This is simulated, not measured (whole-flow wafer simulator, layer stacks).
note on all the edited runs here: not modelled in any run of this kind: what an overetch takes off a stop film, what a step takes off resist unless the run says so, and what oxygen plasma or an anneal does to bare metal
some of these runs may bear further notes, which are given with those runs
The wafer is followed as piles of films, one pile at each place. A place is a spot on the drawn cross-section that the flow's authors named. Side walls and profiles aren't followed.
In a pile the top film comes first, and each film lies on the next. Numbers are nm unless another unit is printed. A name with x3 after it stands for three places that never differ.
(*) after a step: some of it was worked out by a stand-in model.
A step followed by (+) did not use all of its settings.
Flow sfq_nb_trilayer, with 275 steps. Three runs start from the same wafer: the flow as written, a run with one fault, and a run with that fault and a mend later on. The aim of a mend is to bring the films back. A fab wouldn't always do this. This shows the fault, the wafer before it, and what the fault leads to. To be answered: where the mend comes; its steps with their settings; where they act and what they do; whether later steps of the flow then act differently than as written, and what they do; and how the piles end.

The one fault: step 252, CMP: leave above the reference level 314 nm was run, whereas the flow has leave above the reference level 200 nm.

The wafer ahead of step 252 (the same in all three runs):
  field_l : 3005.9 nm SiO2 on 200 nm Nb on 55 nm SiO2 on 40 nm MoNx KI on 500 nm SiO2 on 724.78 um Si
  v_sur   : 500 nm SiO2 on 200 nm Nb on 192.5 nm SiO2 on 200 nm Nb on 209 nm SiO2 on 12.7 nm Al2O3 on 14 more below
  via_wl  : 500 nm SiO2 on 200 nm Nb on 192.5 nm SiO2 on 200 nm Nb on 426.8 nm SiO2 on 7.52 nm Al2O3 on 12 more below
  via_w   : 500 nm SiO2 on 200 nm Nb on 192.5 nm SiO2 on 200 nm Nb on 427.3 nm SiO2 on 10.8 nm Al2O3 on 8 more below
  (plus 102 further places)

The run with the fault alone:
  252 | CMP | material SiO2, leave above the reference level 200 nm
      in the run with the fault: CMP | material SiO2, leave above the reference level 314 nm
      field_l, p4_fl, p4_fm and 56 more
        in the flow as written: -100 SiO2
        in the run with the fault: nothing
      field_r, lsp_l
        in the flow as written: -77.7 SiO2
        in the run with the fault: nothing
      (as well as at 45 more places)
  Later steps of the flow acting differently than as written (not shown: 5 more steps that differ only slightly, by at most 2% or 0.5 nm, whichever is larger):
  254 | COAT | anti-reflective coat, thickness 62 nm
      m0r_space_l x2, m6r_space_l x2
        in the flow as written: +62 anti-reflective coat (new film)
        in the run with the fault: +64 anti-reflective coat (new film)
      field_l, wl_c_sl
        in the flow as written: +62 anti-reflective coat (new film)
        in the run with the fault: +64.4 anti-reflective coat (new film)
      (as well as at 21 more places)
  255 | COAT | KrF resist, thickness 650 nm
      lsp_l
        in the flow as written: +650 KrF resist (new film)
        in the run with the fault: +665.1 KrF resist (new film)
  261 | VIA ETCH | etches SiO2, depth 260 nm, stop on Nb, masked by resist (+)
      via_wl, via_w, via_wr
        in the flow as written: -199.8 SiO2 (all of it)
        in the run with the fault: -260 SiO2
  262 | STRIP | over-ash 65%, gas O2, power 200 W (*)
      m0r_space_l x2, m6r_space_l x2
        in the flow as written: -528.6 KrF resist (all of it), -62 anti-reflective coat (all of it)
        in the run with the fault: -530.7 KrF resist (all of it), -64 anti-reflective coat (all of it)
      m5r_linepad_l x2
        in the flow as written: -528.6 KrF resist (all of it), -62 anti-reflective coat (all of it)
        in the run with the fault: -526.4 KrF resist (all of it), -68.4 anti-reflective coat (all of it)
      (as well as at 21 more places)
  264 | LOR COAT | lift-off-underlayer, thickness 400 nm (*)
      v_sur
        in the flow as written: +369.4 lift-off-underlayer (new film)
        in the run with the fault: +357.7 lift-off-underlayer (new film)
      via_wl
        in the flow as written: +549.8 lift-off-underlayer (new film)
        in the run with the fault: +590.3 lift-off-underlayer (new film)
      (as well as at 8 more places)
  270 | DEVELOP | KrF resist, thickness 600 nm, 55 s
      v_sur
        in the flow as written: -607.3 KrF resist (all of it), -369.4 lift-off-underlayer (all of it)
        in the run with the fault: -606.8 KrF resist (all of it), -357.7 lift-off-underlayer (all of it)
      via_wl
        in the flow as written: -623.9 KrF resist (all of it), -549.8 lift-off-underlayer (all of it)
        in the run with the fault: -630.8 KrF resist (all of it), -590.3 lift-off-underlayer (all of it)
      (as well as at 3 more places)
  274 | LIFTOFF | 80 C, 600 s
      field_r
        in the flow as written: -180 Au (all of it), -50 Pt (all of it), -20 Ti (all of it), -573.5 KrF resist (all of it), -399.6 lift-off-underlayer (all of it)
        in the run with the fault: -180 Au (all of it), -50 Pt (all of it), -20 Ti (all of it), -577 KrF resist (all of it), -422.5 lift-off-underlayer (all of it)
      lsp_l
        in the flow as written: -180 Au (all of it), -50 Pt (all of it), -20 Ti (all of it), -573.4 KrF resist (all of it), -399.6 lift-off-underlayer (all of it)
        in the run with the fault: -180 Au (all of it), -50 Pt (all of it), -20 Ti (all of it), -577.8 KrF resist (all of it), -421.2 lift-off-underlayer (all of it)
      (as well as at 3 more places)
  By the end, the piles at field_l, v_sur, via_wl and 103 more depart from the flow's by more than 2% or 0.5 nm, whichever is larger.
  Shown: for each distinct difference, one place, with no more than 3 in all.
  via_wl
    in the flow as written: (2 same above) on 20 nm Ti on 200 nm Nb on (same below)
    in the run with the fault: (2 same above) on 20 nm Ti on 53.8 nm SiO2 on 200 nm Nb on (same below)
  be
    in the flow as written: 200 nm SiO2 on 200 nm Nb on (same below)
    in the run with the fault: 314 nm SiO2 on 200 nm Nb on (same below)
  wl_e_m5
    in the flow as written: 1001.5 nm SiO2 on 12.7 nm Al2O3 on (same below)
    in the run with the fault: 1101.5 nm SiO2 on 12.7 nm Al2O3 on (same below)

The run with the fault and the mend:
  The mend follows step 253.
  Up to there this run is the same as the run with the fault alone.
  253a | CMP | material SiO2, leave above the reference level 200 nm (the flow's step 252, run once more)
      field_l, p4_fl, p4_fm and 56 more
        -100 SiO2
      v_sur, via_wl, via_w and 40 more
        -114 SiO2
      field_r, lsp_l
        -77.7 SiO2
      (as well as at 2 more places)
  None of the later steps of the flow acts differently than as written at any place that is followed.
  The piles end the same as the flow's at every place that both follow.
